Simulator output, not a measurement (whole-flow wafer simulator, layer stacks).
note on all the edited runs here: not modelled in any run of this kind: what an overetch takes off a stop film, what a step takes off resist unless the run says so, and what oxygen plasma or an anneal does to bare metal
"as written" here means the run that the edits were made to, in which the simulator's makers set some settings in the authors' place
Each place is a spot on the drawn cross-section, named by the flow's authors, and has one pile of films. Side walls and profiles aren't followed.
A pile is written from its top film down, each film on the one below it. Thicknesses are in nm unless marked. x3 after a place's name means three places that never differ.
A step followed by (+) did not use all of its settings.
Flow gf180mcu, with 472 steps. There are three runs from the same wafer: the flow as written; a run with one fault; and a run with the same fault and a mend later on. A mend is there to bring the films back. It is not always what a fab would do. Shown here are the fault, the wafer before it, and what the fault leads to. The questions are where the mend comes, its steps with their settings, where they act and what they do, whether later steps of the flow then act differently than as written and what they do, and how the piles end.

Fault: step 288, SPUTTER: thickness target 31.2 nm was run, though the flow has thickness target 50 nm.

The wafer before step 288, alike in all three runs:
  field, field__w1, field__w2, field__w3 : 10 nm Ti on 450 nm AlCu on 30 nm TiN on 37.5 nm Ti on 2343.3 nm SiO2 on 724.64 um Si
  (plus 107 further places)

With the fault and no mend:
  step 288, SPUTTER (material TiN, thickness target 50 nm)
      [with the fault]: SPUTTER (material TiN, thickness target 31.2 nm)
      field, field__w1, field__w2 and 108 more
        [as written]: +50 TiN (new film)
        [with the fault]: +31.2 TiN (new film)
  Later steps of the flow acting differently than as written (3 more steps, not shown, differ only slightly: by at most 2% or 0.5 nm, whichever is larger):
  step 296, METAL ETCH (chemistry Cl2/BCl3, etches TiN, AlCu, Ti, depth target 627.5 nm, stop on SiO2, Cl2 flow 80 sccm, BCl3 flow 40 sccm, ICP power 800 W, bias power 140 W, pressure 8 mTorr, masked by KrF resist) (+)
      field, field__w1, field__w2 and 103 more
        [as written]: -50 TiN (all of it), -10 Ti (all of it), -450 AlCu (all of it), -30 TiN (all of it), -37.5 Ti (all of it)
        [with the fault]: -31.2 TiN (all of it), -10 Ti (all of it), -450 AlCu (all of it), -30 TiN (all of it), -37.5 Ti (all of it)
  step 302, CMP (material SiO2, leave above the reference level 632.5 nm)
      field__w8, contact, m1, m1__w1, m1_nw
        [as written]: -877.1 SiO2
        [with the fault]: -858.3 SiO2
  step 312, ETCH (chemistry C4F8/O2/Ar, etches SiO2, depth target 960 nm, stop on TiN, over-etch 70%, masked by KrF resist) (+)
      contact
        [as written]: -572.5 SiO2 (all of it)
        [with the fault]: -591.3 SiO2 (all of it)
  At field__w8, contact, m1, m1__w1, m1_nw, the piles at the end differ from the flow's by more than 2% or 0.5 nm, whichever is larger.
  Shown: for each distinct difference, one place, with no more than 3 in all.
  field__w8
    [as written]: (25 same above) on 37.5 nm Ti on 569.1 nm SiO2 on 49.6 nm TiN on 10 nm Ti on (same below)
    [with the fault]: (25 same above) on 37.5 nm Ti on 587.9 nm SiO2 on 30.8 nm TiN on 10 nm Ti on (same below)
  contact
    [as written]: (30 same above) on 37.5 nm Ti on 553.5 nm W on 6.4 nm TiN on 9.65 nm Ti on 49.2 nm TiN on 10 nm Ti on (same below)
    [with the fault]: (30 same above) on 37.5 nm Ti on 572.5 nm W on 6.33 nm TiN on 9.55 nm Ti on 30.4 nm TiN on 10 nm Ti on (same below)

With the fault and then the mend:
  After step 288 comes the mend.
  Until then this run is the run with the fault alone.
  step 288a, SPUTTER (material TiN, thickness target 18.8 nm) (a further turn of the flow's step 288, with different settings)
      field, field__w1, field__w2 and 108 more
        +18.8 TiN
  Every later step of the flow that is run acts as written at every place that is followed.
  At every place that both follow, the piles at the end match the flow's.
